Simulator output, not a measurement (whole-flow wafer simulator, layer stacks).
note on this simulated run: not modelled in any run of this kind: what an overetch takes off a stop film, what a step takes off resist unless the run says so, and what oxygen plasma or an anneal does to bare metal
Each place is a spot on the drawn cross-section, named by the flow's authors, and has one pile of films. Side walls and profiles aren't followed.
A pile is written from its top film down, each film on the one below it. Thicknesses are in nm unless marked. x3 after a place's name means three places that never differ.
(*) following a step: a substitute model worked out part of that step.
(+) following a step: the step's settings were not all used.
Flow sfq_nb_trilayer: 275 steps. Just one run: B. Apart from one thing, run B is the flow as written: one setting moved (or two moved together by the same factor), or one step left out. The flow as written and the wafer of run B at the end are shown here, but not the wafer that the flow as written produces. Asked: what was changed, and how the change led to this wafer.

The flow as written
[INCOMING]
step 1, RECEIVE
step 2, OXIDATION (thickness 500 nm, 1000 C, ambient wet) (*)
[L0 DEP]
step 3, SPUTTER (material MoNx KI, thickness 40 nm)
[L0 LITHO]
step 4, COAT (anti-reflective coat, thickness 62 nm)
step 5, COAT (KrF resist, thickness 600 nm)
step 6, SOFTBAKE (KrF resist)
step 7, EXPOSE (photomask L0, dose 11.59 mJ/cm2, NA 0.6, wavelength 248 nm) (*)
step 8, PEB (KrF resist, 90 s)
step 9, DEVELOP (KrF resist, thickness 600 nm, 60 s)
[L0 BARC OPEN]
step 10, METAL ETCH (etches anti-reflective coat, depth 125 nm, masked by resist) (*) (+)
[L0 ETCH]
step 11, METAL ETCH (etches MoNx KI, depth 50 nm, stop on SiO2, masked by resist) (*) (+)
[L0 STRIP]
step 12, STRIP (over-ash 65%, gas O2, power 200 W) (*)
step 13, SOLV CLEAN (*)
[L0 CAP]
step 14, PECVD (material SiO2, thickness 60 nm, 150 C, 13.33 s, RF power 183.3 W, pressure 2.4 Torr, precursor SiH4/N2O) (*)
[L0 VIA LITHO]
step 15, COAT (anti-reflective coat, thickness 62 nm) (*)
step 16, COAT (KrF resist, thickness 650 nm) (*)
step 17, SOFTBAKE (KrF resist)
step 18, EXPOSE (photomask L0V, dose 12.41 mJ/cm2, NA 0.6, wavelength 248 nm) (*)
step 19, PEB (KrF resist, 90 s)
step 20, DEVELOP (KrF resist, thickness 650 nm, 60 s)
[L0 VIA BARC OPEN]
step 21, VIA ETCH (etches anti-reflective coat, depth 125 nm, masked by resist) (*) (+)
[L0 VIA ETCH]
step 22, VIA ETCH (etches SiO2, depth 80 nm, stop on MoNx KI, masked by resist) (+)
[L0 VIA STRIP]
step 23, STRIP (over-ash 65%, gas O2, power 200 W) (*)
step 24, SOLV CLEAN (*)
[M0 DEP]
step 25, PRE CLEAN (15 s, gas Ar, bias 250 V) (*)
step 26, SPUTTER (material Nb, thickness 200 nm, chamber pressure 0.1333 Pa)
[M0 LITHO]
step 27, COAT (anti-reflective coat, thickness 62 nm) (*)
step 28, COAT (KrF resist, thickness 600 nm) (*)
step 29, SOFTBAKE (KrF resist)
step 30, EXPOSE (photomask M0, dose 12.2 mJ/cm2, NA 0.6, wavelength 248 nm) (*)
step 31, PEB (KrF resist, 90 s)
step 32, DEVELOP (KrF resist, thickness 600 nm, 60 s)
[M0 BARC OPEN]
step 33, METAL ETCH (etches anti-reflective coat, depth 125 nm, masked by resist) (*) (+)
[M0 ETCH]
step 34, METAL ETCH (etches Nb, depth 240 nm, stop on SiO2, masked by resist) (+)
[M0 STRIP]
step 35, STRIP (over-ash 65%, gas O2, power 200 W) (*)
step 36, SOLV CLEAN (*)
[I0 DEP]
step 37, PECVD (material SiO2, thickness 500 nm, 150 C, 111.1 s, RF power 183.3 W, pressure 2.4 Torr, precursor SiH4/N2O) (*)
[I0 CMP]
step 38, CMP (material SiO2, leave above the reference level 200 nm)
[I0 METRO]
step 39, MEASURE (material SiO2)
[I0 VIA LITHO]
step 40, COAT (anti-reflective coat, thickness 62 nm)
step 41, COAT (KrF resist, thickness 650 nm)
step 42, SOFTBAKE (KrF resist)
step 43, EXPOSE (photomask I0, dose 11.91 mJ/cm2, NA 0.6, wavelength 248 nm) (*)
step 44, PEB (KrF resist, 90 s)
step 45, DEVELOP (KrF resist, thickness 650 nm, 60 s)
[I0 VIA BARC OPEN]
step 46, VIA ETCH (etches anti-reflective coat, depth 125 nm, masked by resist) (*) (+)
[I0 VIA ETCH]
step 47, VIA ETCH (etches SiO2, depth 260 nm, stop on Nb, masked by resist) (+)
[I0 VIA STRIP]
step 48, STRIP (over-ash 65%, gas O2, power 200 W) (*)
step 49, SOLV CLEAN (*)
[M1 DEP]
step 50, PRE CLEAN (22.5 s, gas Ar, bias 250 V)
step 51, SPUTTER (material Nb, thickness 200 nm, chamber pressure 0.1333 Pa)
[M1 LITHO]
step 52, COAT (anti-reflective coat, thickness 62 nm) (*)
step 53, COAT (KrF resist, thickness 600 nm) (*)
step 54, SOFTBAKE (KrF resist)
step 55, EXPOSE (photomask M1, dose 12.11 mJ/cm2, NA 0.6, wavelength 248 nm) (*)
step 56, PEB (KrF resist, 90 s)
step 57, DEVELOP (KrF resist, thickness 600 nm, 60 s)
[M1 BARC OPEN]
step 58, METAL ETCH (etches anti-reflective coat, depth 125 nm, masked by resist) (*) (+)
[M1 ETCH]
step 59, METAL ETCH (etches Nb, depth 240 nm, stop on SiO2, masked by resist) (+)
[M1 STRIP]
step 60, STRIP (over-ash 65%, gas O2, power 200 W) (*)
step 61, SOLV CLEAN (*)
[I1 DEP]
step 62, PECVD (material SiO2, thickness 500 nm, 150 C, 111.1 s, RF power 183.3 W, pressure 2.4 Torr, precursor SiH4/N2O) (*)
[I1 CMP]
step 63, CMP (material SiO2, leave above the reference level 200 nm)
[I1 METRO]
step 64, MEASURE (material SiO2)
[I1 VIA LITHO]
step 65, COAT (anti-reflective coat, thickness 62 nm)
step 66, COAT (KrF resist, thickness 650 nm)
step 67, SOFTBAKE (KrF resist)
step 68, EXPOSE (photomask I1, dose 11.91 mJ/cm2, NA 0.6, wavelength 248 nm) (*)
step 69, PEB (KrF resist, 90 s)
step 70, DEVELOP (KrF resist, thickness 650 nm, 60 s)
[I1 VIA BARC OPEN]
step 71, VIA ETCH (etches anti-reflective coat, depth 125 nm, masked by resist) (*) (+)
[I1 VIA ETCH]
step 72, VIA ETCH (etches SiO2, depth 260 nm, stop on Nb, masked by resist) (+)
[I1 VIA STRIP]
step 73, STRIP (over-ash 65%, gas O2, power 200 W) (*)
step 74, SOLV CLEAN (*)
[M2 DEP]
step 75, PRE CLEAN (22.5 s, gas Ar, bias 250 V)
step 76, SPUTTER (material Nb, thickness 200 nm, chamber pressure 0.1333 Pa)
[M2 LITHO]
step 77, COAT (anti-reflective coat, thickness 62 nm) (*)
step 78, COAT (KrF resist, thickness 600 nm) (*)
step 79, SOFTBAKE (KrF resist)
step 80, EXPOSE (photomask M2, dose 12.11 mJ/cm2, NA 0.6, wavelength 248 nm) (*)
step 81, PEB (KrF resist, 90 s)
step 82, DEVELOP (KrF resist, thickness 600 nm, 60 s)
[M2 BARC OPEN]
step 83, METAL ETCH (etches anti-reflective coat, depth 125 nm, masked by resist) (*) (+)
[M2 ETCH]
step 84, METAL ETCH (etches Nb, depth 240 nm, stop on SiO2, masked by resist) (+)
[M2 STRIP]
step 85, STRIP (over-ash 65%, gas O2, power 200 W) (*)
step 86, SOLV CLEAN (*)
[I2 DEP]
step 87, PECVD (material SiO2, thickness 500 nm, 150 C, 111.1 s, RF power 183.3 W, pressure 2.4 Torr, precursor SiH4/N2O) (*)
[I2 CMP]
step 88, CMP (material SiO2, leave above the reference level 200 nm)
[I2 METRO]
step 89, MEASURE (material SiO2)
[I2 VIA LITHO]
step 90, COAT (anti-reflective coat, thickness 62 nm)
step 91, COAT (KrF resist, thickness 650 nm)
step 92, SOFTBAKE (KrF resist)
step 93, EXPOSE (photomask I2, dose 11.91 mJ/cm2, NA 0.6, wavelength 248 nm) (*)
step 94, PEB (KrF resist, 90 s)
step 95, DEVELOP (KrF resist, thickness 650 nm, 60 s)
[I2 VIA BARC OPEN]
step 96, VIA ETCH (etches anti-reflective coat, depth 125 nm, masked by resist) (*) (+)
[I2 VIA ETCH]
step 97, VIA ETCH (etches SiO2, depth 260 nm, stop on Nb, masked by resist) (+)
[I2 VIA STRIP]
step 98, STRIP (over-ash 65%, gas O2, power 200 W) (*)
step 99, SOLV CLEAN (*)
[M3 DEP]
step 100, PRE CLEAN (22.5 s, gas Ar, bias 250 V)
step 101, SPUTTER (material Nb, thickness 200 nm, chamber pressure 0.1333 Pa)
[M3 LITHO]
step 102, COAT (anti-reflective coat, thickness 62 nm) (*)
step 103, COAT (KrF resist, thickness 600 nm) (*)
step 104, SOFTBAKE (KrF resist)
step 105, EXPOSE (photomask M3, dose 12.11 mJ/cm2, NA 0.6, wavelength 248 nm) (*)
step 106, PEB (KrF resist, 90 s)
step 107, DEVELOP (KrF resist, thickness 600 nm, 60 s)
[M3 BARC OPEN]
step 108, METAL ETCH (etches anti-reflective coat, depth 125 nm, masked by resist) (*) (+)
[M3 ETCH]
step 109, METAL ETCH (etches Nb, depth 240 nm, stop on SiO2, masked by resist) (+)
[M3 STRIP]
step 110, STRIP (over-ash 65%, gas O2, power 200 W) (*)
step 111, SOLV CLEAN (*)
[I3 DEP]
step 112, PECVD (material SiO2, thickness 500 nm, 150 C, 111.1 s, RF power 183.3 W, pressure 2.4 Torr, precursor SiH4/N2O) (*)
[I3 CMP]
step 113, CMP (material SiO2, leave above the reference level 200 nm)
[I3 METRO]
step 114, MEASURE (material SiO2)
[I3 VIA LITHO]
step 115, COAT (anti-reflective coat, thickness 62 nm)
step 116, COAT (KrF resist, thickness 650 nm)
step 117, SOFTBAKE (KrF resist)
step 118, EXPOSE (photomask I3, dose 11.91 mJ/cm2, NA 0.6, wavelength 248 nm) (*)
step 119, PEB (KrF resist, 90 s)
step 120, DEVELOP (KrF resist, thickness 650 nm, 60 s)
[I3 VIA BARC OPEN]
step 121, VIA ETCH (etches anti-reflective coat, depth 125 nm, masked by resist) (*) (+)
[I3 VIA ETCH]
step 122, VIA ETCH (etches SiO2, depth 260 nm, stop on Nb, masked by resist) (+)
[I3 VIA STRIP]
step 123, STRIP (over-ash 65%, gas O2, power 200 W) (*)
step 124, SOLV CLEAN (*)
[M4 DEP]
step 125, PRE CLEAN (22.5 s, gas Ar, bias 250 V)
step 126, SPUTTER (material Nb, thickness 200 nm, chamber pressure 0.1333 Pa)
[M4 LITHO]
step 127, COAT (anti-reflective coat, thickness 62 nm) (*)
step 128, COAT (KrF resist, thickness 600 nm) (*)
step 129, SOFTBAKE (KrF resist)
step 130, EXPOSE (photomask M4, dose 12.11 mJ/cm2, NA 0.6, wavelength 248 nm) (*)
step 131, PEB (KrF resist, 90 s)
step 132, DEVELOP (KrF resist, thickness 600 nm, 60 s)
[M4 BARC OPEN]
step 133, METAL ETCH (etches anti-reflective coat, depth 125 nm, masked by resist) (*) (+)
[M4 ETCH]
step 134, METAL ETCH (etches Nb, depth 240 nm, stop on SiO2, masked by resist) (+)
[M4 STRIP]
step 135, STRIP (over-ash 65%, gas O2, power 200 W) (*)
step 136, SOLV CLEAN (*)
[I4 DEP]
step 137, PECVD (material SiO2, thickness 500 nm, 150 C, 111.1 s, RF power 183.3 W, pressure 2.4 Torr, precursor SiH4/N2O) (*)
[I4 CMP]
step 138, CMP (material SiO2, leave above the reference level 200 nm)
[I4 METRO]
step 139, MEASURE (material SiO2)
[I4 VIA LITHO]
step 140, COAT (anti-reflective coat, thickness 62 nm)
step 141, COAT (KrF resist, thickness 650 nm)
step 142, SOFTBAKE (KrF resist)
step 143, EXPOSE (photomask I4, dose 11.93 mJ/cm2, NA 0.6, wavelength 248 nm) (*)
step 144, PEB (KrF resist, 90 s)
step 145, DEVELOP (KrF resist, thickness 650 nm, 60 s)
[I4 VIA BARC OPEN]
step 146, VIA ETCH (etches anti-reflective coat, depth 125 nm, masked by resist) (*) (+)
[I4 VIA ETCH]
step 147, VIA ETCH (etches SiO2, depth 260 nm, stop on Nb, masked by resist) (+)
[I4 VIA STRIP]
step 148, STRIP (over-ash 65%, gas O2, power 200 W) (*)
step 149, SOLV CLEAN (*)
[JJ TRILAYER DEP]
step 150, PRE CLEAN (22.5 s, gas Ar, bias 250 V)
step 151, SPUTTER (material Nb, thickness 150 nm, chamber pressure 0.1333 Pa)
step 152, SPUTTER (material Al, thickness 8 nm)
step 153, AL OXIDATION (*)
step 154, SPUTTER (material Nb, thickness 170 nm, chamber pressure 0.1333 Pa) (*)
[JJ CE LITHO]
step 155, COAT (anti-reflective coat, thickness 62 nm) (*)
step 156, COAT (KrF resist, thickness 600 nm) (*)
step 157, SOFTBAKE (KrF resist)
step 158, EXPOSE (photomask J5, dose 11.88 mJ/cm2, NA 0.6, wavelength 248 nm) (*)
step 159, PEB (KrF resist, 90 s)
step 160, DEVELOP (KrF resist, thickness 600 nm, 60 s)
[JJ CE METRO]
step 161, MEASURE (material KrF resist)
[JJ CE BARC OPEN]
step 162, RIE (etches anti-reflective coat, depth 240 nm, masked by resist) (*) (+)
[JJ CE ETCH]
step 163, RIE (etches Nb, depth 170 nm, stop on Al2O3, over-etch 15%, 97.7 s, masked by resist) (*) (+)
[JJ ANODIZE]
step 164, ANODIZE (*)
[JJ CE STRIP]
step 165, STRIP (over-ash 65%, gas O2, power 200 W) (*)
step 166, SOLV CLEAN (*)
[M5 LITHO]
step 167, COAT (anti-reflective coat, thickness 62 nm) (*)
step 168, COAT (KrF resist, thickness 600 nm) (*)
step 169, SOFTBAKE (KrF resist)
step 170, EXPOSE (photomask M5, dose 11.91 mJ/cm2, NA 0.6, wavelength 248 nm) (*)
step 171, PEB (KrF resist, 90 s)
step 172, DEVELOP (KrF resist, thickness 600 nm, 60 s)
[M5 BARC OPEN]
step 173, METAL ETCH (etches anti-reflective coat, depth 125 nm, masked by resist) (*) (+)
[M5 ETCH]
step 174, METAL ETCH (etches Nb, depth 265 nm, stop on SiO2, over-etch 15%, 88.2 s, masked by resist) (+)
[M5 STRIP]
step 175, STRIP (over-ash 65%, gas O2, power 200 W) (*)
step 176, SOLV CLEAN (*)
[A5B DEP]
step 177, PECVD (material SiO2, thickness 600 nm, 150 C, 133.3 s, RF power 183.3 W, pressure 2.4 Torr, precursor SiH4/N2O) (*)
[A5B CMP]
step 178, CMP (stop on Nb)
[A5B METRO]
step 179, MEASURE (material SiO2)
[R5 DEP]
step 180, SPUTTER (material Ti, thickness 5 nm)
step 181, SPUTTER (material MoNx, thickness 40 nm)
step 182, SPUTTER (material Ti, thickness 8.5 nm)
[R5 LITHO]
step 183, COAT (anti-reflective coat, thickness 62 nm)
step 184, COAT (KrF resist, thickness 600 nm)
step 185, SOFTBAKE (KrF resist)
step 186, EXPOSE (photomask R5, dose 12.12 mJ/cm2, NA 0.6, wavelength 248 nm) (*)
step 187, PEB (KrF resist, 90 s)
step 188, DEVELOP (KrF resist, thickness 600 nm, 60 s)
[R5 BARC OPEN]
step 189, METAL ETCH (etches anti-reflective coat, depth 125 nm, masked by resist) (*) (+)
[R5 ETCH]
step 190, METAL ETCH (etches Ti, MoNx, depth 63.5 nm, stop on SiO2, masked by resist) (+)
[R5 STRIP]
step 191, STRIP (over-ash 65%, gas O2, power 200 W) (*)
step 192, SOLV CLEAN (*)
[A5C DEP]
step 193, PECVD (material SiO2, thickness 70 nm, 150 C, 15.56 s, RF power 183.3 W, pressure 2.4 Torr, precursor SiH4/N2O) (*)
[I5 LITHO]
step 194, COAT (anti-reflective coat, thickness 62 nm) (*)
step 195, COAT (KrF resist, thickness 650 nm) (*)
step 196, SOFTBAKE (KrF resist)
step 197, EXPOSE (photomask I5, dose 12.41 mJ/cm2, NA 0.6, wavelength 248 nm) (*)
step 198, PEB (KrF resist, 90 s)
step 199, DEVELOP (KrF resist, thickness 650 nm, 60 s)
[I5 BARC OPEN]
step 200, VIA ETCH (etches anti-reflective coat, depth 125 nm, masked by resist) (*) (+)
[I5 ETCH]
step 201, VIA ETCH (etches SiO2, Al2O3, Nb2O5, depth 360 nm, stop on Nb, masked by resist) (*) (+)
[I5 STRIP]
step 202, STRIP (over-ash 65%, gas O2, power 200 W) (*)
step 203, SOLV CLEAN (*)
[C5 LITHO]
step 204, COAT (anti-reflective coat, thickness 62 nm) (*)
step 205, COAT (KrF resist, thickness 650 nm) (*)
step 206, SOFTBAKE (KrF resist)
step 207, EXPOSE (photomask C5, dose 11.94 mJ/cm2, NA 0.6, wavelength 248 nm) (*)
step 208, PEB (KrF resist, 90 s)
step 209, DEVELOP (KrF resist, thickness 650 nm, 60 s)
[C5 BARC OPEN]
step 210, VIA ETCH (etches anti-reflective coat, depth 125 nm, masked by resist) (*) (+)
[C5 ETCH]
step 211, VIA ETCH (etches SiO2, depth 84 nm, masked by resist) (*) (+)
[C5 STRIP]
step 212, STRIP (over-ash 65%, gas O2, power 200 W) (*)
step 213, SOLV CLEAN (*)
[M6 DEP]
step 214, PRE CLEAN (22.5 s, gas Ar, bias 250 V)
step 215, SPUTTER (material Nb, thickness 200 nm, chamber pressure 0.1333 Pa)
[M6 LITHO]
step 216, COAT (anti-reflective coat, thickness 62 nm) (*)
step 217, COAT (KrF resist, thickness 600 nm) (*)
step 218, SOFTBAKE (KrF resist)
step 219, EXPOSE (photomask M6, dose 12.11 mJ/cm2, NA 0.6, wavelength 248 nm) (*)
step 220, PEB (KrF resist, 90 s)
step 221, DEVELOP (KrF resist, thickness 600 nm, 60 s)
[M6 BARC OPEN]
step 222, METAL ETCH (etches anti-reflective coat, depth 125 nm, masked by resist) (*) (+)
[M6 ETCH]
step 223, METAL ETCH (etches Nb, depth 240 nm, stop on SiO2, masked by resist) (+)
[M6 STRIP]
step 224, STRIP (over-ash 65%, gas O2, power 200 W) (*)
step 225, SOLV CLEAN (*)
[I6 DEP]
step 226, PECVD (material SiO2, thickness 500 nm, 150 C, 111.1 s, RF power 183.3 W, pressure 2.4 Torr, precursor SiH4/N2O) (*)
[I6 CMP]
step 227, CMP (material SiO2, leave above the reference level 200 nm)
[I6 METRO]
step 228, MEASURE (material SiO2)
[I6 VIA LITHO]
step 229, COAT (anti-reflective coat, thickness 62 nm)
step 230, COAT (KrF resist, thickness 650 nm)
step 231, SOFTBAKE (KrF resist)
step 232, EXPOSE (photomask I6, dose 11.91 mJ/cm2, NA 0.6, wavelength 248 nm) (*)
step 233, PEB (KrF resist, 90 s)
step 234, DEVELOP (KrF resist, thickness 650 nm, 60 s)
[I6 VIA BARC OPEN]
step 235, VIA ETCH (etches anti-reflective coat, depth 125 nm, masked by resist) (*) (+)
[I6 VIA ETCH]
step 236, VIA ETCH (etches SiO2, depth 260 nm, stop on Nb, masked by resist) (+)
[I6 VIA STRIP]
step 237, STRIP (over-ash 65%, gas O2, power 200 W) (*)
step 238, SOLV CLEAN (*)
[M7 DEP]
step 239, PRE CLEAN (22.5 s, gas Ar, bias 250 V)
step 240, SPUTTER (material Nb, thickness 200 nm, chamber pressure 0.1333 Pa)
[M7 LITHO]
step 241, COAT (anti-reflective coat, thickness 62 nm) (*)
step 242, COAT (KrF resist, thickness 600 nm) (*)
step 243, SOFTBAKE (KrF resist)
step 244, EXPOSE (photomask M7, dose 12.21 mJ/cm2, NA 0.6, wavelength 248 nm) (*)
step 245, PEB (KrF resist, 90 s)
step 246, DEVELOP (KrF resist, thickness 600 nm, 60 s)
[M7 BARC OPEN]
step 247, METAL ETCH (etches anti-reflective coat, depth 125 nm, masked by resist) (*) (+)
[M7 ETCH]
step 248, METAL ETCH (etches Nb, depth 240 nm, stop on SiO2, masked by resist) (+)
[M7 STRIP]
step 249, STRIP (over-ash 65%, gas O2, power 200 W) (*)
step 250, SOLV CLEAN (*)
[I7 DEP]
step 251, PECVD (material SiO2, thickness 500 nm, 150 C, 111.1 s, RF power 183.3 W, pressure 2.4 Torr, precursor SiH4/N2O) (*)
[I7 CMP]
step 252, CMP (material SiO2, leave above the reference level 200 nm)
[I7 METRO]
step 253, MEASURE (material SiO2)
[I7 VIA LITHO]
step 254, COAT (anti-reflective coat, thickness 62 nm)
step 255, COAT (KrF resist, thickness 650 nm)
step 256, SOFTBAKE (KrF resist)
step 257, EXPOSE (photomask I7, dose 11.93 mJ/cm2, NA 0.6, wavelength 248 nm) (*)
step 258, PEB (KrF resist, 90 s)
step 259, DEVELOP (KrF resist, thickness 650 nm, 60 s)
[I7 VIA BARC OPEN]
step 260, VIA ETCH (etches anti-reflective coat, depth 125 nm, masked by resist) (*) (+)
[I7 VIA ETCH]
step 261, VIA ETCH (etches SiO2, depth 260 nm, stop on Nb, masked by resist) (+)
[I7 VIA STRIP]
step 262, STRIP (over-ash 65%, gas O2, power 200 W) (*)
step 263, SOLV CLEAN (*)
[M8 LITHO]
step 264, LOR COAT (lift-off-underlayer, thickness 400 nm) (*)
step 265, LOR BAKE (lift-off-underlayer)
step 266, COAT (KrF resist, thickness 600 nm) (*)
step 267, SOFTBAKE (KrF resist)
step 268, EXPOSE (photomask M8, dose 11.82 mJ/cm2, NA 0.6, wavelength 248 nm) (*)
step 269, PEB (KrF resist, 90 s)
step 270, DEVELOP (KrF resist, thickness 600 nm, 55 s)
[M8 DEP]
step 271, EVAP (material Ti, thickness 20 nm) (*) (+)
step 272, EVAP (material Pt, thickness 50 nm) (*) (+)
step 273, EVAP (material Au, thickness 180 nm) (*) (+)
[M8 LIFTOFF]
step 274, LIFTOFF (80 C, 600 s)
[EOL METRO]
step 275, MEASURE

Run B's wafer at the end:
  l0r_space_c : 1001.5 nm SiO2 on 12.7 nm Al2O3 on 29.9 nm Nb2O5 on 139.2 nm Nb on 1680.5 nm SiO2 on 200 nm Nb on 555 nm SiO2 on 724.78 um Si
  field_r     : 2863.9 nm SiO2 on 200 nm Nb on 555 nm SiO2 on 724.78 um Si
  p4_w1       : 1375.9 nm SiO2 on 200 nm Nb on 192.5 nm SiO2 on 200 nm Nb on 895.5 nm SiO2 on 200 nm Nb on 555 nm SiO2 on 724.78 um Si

Cause: step 88, CMP: leave above the reference level 118 nm was run, while the flow as written has leave above the reference level 200 nm.

How this came from the change, step by step:
  step 88, CMP (material SiO2, leave above the reference level 200 nm)
      field_l, be, be_sur and 81 more: SiO2 loses 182 (it would be, as written: SiO2 loses 100)
      v_sur, via_wl, via_w and 18 more: SiO2 loses 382 (it would be, as written: SiO2 loses 300)
      (as well as at 1 more place)
  step 97, VIA ETCH (etches SiO2, depth 260 nm, stop on Nb, masked by resist) (+)
      field_l, v_sur, via_wl and 102 more: KrF resist loses 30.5 (it would be, as written: KrF resist loses 44.8)
      via_w: SiO2 loses 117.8 (all of it) (it would be, as written: SiO2 loses 199.8 (all of it))
  step 98, STRIP (over-ash 65%, gas O2, power 200 W) (*)
      field_l, v_sur, via_wl and 102 more: KrF resist loses 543 (all of it), anti-reflective coat loses 62 (all of it) (it would be, as written: KrF resist loses 528.6 (all of it), anti-reflective coat loses 62 (all of it))
  step 101, SPUTTER (material Nb, thickness 200 nm, chamber pressure 0.1333 Pa)
      via_w: Nb gains 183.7 (it would be, as written: Nb gains 165.5)
  step 102, COAT (anti-reflective coat, thickness 62 nm) (*)
      via_wl: anti-reflective coat gains 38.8 (new film) (it would be, as written: anti-reflective coat gains 34.2 (new film))
      via_w: anti-reflective coat gains 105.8 (new film) (it would be, as written: anti-reflective coat gains 124.8 (new film))
      (as well as at 1 more place)
  step 103, COAT (KrF resist, thickness 600 nm) (*)
      via_w: KrF resist gains 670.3 (new film) (it would be, as written: KrF resist gains 737.9 (new film))
  step 110, STRIP (over-ash 65%, gas O2, power 200 W) (*)
      v_sur: KrF resist loses 372.8 (all of it), anti-reflective coat loses 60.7 (all of it) (it would be, as written: KrF resist loses 365.3 (all of it), anti-reflective coat loses 61.1 (all of it))
      via_wl: KrF resist loses 390.1 (all of it), anti-reflective coat loses 38.8 (all of it) (it would be, as written: KrF resist loses 384.2 (all of it), anti-reflective coat loses 34.2 (all of it))
      (as well as at 2 more places)
  step 112, PECVD (material SiO2, thickness 500 nm, 150 C, 111.1 s, RF power 183.3 W, pressure 2.4 Torr, precursor SiH4/N2O) (*)
      via_w: SiO2 gains 500 (new film) (it would be, as written: SiO2 gains 615 (new film))
  step 113, CMP (material SiO2, leave above the reference level 200 nm)
      via_w: SiO2 loses 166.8 (it would be, as written: SiO2 loses 181.6)
